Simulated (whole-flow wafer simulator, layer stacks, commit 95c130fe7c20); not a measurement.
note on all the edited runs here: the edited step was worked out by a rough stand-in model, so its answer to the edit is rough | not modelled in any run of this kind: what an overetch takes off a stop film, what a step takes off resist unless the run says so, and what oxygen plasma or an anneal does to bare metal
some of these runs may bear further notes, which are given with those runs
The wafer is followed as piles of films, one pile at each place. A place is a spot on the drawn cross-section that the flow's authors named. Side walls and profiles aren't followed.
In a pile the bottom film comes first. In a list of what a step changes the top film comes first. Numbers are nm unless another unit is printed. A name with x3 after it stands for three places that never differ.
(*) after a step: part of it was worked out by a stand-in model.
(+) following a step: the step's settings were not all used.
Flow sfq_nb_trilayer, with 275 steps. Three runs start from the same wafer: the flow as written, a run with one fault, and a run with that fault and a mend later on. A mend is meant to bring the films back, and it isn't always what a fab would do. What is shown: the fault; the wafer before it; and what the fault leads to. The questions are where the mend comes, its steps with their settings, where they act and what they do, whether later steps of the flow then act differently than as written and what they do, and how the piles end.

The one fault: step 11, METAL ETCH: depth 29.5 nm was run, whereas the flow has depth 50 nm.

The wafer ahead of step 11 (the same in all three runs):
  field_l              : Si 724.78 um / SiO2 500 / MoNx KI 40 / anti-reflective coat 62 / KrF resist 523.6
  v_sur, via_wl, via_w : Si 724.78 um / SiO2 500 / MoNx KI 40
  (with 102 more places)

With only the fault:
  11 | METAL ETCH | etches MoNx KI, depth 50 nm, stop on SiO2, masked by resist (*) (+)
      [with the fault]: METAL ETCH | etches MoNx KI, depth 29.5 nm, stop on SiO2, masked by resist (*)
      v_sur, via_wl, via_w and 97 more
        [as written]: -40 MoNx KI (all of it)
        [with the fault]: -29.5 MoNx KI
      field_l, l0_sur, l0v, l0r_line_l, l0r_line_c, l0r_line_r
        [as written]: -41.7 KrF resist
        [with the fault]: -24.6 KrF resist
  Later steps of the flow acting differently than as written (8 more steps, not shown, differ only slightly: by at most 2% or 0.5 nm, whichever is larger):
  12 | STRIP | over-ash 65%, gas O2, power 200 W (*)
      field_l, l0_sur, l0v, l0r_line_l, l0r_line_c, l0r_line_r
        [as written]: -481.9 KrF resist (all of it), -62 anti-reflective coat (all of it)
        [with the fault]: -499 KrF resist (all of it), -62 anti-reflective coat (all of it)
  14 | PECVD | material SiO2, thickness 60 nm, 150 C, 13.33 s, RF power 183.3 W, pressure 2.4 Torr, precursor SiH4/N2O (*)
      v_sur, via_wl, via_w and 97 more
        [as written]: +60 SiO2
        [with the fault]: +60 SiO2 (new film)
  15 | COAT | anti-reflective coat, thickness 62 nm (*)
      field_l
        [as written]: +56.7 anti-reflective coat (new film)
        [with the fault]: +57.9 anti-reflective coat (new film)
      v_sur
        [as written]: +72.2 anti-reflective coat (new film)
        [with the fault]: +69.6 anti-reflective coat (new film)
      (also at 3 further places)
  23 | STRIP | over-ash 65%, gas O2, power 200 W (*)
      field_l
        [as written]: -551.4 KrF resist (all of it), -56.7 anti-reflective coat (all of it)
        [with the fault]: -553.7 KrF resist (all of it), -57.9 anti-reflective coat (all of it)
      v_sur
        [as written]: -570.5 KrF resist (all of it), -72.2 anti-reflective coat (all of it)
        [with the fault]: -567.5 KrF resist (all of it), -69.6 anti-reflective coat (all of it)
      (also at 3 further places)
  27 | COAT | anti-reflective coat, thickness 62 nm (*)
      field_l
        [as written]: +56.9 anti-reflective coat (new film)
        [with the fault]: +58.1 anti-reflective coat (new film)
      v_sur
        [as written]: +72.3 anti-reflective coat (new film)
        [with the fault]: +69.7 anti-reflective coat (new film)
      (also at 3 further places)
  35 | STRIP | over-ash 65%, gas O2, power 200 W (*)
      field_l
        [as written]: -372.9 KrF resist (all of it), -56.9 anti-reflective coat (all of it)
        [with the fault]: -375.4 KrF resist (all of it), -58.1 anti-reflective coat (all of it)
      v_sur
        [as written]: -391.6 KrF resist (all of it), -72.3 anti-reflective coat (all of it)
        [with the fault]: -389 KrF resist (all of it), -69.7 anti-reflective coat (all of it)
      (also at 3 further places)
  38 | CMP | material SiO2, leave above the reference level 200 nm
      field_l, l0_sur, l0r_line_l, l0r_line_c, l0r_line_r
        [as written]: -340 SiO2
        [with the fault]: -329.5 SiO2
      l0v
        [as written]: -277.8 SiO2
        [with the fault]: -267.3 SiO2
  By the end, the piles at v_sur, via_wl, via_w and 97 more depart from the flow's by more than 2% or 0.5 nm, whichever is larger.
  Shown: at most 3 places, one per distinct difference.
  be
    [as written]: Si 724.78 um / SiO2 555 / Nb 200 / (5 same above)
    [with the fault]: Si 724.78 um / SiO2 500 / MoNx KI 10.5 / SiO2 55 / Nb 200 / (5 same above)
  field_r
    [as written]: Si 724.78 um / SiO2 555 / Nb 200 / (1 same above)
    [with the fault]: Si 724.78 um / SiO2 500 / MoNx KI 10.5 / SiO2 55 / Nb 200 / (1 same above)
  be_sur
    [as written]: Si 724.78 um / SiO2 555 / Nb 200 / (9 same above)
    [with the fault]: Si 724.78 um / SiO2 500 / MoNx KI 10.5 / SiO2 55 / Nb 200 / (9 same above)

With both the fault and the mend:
  After step 12 comes the mend.
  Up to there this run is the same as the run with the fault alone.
  12a | COAT | anti-reflective coat, thickness 62 nm (*) (a further turn of the flow's step 4)
      p4_fl x3, p4_w1 x9, p4_g1 x2 and 59 more
        +62 anti-reflective coat (new film)
      wire, be, be_sur, gap, res, r_end, moat, field_r
        +63.3 anti-reflective coat (new film)
      jj_sur, ce_l, c5j, ce_r, sp_r, be_r, r_sur
        +63.2 anti-reflective coat (new film)
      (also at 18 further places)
  12b | COAT | KrF resist, thickness 600 nm (*) (a further turn of the flow's step 5)
      p4_fl x3, p4_w1 x9, p4_g1 x2 and 59 more
        +600 KrF resist (new film)
      gap, jj_sur, ce_l, r_sur, res
        +605 KrF resist (new film)
      c5j, ce_r, sp_r, be_r
        +604.9 KrF resist (new film)
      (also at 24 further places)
  12c | SOFTBAKE | KrF resist (a further turn of the flow's step 6)
      alters no film at any place that is followed
  12d | EXPOSE | photomask L0, dose 11.59 mJ/cm2, NA 0.6, wavelength 248 nm (*) (a further turn of the flow's step 7)
      alters no film at any place that is followed
  12e | PEB | KrF resist, 90 s (a further turn of the flow's step 8)
      p4_fl x3, p4_w1 x9, p4_g1 x2 and 62 more
        -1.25 KrF resist
      wire, be, be_sur and 13 more
        -1.26 KrF resist
      v_sur, via_wl, via_w and 7 more
        -1.27 KrF resist
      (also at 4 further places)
  12f | DEVELOP | KrF resist, thickness 600 nm, 60 s (a further turn of the flow's step 9)
      p4_fl x3, p4_w1 x9, p4_g1 x2 and 59 more
        -598.7 KrF resist (all of it)
      gap, jj_sur, ce_l and 6 more
        -603.7 KrF resist (all of it)
      field_l, l0_sur, l0v, l0r_line_l, l0r_line_c, l0r_line_r
        -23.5 KrF resist
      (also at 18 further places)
  12g | METAL ETCH | etches anti-reflective coat, depth 125 nm, masked by resist (*) (+) (a further turn of the flow's step 10)
      p4_fl x3, p4_w1 x9, p4_g1 x2 and 59 more
        -62 anti-reflective coat (all of it)
      wire, be, be_sur, gap, res, r_end, moat, field_r
        -63.3 anti-reflective coat (all of it)
      jj_sur, ce_l, c5j, ce_r, sp_r, be_r, r_sur
        -63.2 anti-reflective coat (all of it)
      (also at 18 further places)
  12h | METAL ETCH | etches MoNx KI, depth 20.5 nm, stop on SiO2, masked by resist (+) (a further turn of the flow's step 11, with different settings)
      v_sur, via_wl, via_w and 97 more
        -10.5 MoNx KI (all of it)
      field_l, l0_sur, l0v, l0r_line_l, l0r_line_c, l0r_line_r
        -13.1 KrF resist
  12i | STRIP | over-ash 65%, gas O2, power 200 W (*) (a further turn of the flow's step 12)
      l0r_line_l, l0r_line_c, l0r_line_r
        -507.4 KrF resist (all of it), -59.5 anti-reflective coat (all of it)
      field_l
        -503.6 KrF resist (all of it), -57.7 anti-reflective coat (all of it)
      l0_sur
        -504.9 KrF resist (all of it), -55.6 anti-reflective coat (all of it)
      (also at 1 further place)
  Later steps of the flow that are run all act as written at every place that is followed.
  By the end, the piles equal the flow's at every place that both follow.
